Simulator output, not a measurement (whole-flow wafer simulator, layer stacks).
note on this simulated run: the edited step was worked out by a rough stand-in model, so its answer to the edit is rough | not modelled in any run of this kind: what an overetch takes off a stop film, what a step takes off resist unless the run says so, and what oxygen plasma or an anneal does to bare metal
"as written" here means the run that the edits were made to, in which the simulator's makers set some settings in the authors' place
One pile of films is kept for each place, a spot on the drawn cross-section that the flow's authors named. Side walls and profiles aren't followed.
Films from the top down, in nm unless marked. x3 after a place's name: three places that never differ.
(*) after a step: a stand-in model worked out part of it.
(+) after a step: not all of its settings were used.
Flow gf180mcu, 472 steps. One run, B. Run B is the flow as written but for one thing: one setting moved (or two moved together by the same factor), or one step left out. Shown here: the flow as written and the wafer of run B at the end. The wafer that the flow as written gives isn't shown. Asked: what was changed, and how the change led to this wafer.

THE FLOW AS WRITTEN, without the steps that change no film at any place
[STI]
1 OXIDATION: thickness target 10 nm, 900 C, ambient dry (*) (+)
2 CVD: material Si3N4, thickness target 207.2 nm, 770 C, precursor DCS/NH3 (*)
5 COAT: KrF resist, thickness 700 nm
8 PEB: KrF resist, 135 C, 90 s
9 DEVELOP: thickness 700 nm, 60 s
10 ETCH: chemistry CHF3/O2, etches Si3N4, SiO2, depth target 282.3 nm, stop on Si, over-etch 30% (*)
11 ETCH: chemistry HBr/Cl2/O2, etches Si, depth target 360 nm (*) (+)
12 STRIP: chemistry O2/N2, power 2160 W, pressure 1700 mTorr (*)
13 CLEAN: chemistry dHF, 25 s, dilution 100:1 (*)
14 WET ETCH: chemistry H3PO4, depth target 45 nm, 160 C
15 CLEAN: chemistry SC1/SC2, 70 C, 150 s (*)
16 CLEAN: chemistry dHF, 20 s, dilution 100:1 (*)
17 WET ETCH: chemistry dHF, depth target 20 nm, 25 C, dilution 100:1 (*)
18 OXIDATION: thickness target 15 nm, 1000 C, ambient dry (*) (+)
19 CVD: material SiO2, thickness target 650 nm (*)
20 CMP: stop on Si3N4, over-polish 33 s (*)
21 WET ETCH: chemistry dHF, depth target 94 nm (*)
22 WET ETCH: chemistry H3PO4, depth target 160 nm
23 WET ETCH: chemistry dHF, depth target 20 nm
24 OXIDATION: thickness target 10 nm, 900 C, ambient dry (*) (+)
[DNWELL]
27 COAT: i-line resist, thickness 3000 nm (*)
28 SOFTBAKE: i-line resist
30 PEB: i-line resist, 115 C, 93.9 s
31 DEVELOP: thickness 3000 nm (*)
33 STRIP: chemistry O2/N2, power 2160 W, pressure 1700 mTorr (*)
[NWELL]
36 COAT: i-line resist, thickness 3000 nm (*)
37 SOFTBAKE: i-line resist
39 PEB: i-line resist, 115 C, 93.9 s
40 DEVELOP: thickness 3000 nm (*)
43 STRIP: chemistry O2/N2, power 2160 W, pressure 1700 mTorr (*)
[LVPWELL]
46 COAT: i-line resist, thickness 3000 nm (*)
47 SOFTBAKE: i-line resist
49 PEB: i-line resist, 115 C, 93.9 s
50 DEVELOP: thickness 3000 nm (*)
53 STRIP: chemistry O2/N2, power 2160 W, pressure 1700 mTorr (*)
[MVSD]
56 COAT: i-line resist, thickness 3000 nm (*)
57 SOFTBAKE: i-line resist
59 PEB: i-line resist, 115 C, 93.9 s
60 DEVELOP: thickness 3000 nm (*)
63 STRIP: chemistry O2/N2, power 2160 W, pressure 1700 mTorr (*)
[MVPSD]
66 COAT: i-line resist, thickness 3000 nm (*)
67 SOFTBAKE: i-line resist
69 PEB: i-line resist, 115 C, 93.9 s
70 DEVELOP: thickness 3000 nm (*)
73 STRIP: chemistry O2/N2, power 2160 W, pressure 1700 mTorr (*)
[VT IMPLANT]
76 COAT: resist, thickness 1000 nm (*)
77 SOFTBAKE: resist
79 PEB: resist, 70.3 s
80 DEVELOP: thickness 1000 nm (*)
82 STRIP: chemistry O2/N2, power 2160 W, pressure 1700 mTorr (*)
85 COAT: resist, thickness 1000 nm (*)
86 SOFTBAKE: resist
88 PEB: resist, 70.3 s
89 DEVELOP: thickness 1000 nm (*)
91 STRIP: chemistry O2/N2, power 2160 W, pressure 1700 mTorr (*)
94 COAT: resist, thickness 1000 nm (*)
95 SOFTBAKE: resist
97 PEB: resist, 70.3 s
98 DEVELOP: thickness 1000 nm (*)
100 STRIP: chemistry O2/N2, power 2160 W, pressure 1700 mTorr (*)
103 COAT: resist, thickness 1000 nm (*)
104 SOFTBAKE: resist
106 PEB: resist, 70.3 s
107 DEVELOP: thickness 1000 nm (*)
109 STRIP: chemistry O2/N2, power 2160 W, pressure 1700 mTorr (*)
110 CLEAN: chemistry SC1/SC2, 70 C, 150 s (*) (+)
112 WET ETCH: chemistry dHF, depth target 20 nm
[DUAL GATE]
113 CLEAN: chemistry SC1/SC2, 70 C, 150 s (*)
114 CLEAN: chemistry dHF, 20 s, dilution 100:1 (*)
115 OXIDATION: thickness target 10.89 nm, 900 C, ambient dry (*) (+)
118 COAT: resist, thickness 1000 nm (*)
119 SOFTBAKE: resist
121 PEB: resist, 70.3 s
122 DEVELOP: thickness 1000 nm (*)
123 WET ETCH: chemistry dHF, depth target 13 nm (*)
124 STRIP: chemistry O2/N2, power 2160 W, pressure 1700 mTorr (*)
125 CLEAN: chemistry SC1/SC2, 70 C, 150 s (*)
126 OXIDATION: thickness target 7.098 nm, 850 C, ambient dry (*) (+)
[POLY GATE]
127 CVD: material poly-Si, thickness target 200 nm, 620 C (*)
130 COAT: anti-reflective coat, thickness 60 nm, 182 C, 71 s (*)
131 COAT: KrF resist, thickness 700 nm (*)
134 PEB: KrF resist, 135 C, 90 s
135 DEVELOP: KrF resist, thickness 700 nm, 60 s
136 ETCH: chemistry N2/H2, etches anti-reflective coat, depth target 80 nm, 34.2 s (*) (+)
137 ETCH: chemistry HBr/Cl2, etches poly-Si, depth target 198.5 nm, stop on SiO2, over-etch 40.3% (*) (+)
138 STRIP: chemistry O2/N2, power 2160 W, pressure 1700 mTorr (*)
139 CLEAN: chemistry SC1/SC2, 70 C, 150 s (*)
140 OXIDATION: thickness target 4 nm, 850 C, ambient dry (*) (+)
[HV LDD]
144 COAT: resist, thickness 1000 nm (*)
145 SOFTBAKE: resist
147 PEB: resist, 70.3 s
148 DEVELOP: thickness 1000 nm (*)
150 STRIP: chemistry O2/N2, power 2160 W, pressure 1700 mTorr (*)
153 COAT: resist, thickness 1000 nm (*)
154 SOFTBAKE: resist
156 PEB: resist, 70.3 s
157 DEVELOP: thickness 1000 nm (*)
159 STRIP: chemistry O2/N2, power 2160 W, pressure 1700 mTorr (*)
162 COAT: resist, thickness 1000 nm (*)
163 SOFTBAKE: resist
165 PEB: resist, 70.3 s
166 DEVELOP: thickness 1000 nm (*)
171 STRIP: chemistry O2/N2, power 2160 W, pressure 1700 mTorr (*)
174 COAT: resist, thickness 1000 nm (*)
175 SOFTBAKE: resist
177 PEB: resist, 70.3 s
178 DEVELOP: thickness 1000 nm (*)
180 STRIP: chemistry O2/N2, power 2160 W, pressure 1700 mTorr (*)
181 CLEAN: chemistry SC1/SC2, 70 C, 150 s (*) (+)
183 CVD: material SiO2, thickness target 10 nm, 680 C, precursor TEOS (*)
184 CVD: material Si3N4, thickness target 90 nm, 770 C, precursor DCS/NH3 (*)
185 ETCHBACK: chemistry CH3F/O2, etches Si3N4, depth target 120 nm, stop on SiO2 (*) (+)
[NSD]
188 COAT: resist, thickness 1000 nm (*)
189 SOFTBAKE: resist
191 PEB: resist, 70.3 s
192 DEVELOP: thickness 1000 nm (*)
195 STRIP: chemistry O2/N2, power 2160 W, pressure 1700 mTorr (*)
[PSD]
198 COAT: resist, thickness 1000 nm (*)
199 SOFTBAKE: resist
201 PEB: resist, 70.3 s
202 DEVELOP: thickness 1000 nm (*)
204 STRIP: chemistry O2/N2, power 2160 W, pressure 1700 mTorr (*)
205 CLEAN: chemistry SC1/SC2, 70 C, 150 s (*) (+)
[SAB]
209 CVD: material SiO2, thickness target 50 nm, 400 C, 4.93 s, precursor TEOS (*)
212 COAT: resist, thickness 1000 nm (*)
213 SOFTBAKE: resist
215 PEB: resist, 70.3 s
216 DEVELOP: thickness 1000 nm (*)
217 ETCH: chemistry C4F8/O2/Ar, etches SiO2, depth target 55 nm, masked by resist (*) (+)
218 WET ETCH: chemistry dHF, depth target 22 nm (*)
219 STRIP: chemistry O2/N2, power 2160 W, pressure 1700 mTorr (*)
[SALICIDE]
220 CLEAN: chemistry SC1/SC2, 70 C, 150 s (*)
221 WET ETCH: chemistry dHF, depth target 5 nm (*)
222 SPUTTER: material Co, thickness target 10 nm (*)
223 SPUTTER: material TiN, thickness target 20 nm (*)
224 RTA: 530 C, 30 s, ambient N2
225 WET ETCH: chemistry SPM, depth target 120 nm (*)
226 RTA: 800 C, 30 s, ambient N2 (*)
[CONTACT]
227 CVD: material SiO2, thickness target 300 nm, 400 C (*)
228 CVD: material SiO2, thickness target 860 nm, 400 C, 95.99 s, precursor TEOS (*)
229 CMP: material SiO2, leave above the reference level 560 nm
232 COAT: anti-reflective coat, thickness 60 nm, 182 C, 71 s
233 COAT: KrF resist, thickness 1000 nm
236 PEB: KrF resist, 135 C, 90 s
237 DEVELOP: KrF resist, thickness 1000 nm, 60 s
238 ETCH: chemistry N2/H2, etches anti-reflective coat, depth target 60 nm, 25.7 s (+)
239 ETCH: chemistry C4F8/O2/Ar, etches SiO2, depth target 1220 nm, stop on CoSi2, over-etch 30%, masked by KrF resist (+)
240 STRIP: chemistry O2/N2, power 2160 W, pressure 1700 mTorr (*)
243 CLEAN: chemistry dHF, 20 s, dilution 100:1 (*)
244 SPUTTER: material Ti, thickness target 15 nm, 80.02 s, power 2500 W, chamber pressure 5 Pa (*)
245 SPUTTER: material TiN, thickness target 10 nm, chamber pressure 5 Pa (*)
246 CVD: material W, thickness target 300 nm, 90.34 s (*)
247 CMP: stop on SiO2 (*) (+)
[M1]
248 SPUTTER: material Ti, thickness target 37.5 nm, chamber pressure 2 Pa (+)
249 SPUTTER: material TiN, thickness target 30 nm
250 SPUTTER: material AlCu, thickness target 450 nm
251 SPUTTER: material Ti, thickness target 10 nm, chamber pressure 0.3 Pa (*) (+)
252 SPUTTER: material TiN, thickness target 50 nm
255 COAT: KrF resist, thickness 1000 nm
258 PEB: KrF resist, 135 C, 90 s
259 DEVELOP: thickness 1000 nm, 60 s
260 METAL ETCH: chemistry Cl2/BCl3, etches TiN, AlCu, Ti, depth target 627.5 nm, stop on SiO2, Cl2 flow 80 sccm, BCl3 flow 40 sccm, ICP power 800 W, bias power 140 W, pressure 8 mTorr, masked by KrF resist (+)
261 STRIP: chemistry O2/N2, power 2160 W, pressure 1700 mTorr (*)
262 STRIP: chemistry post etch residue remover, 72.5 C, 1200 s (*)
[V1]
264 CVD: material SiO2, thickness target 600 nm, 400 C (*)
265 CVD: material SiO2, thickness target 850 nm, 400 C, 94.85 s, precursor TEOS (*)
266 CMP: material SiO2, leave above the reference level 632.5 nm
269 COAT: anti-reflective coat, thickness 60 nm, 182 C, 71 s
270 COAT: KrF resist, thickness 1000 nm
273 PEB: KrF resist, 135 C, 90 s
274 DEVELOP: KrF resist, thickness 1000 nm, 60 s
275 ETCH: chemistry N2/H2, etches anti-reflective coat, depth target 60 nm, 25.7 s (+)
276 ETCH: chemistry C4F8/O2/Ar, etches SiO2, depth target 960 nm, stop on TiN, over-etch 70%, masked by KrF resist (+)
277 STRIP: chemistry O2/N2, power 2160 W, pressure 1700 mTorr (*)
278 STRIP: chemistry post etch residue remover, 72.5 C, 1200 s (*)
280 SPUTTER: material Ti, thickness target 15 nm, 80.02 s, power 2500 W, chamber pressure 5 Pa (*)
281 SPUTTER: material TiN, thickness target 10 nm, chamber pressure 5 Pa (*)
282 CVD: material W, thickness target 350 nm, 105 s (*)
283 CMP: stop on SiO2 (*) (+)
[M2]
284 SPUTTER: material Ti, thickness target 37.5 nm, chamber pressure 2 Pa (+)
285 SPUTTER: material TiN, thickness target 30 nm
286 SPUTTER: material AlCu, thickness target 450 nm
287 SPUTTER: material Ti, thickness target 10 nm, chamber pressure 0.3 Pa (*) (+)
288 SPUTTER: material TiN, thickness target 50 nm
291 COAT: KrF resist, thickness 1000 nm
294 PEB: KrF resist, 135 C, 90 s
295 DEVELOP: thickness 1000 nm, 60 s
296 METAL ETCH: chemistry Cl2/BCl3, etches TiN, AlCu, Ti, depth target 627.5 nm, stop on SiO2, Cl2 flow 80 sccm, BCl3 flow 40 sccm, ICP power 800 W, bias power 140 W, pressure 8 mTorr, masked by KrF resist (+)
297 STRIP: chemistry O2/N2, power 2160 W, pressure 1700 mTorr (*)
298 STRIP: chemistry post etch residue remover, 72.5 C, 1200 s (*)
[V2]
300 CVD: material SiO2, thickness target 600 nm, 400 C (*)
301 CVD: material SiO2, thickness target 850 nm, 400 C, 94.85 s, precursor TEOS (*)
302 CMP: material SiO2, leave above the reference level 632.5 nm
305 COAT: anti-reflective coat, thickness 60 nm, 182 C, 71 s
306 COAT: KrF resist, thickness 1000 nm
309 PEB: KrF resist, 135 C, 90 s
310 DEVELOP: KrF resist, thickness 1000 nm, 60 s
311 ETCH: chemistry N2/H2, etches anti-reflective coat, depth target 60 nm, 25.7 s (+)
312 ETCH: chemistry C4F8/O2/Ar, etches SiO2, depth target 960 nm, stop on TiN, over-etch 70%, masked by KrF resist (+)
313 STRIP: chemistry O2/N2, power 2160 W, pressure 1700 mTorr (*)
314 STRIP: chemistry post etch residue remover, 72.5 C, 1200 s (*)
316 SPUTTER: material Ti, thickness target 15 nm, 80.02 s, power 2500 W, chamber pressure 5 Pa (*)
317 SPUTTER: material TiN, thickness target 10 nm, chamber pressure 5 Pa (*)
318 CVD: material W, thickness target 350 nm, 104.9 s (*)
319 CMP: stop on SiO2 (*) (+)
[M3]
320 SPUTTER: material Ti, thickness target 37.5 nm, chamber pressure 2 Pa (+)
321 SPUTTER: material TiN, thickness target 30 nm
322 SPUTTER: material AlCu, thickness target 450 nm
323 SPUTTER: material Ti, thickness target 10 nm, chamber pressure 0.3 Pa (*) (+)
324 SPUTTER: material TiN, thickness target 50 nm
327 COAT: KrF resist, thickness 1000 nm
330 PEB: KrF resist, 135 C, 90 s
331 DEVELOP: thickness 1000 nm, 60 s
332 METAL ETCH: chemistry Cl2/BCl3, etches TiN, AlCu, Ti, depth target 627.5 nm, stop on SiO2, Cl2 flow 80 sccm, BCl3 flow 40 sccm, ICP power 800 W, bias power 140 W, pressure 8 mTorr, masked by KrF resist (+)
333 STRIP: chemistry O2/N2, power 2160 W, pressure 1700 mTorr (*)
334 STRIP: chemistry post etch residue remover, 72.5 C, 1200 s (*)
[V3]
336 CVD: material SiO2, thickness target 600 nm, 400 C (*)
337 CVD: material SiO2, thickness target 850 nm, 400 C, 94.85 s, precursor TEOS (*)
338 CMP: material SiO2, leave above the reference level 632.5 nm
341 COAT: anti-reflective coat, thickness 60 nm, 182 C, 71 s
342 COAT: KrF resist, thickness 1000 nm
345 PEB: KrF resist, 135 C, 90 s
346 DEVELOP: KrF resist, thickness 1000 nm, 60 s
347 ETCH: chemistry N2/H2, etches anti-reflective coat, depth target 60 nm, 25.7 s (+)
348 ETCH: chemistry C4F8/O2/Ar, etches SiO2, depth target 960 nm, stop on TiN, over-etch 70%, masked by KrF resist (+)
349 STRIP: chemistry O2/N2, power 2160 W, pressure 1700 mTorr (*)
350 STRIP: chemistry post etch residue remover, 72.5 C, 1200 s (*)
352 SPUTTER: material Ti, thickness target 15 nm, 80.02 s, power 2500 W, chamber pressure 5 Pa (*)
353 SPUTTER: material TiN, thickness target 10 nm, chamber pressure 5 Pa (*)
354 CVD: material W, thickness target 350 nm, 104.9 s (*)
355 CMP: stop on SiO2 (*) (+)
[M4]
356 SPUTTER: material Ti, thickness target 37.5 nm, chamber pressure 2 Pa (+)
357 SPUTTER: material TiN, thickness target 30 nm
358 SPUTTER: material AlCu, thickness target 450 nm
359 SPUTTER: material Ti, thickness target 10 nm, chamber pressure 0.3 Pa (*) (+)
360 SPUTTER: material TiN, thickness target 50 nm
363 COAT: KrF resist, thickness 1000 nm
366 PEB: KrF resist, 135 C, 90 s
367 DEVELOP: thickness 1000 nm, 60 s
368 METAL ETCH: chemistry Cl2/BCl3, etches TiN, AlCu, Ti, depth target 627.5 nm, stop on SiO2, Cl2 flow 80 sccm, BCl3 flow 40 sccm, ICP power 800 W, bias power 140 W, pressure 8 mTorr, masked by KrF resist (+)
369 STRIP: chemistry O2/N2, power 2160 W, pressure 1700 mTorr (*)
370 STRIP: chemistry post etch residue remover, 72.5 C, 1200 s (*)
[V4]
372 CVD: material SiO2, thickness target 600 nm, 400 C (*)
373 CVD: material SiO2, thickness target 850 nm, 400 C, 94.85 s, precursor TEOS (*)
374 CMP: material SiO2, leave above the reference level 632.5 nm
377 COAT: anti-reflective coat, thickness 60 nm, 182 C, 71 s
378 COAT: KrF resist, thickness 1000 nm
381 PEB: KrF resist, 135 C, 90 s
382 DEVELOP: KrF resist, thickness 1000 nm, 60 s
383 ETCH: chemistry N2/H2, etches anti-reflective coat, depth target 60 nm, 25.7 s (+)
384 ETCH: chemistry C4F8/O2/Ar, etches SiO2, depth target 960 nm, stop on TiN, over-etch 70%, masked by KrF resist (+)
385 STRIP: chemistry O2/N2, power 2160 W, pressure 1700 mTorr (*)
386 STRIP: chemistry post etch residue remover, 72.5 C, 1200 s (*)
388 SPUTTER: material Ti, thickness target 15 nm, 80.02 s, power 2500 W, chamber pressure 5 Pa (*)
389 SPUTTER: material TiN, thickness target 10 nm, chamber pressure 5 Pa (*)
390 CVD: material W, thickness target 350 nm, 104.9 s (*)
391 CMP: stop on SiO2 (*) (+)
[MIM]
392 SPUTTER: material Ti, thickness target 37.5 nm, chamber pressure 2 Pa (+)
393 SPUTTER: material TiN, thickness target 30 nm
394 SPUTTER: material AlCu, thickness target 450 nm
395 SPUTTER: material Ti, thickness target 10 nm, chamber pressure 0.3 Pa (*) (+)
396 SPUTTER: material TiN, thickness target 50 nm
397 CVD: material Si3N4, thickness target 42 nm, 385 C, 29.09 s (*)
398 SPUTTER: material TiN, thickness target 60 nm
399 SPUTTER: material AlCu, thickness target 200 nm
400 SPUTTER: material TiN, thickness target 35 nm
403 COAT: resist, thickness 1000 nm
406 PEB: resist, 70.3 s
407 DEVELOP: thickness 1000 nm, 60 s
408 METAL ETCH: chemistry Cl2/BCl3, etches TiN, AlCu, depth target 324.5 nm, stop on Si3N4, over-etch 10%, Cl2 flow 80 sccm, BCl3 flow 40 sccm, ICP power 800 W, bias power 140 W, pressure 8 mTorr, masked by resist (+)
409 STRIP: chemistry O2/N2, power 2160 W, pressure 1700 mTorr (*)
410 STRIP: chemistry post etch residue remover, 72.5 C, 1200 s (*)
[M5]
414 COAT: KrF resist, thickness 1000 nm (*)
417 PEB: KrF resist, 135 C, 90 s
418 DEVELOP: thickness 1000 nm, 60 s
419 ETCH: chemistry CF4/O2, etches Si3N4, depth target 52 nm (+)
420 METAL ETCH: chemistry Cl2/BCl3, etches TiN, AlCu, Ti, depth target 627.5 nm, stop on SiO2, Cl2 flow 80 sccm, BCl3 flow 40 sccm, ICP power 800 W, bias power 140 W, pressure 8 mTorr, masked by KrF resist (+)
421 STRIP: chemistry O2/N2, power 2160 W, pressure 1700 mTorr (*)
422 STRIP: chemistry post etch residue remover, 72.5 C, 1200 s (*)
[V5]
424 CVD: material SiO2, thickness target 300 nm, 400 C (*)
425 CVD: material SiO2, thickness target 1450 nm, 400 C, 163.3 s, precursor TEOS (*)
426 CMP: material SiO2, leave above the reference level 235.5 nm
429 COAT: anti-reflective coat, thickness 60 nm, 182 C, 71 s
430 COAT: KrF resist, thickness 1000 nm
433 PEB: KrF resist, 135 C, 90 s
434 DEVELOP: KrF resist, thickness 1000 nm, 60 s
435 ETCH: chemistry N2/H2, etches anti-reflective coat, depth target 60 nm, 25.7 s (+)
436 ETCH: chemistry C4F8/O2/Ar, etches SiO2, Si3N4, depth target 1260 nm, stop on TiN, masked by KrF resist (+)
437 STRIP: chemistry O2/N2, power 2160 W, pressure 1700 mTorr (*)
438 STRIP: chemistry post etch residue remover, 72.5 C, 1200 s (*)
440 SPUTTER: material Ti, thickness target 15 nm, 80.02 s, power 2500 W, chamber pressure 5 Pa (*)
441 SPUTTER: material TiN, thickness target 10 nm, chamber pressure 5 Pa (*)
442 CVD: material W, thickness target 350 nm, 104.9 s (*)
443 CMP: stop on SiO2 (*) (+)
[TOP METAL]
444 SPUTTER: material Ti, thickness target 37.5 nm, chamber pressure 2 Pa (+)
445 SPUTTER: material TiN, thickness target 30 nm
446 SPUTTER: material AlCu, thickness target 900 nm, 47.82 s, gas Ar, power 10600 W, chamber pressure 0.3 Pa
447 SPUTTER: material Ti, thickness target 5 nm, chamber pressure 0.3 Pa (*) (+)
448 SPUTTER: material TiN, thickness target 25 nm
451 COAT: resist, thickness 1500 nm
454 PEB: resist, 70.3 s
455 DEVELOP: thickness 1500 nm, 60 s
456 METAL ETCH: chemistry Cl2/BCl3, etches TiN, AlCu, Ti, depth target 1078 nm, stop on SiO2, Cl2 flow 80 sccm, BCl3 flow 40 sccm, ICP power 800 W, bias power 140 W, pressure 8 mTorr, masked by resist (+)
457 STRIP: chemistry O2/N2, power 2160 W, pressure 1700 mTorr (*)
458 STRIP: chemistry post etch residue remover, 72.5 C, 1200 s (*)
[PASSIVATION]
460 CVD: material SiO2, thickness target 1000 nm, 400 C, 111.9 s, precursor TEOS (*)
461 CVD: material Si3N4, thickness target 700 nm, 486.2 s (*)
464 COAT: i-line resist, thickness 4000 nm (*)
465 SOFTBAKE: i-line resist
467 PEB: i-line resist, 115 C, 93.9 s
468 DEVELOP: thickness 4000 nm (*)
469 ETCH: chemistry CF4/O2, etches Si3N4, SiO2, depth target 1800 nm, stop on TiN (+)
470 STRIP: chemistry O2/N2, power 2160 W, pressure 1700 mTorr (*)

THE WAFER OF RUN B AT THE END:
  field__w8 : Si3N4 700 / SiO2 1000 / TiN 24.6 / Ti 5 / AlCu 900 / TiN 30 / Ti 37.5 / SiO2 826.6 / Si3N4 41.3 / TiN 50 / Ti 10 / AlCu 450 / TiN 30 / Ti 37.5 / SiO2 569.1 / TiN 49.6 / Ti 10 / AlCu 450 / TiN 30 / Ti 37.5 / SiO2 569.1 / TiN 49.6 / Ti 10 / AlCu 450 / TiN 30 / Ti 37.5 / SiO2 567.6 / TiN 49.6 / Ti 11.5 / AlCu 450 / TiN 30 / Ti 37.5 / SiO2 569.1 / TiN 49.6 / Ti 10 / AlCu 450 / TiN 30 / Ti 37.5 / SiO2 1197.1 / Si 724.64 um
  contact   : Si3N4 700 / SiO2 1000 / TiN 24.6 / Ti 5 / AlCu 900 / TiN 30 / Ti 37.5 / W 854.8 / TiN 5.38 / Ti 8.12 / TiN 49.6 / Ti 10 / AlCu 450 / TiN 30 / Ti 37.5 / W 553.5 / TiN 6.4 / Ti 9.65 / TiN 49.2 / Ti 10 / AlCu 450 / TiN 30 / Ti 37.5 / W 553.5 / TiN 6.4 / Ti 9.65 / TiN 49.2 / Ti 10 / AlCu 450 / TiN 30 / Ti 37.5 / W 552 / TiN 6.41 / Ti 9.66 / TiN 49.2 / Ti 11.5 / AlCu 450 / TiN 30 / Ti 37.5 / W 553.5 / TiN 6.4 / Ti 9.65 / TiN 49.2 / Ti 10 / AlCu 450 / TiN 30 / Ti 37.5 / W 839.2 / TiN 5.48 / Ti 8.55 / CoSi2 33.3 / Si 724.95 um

The cause: step 287, SPUTTER: thickness target 11.5 nm was run, where the flow has thickness target 10 nm.
It can be read off the wafer: field__w8 has Ti 11.5, and step 287 as written asks for 10 nm.

How the change led to this, step by step:
  287 SPUTTER: material Ti, thickness target 10 nm, chamber pressure 0.3 Pa (*) (+)
      field, field__w1, field__w2 and 108 more: Ti +11.5 (new film) (as written it would be: Ti +10 (new film))
  296 METAL ETCH: chemistry Cl2/BCl3, etches TiN, AlCu, Ti, depth target 627.5 nm, stop on SiO2, Cl2 flow 80 sccm, BCl3 flow 40 sccm, ICP power 800 W, bias power 140 W, pressure 8 mTorr, masked by KrF resist (+)
      field, field__w1, field__w2 and 103 more: TiN -50 (all of it), Ti -11.5 (all of it), AlCu -450 (all of it), TiN -30 (all of it), Ti -37.5 (all of it) (as written it would be: TiN -50 (all of it), Ti -10 (all of it), AlCu -450 (all of it), TiN -30 (all of it), Ti -37.5 (all of it))
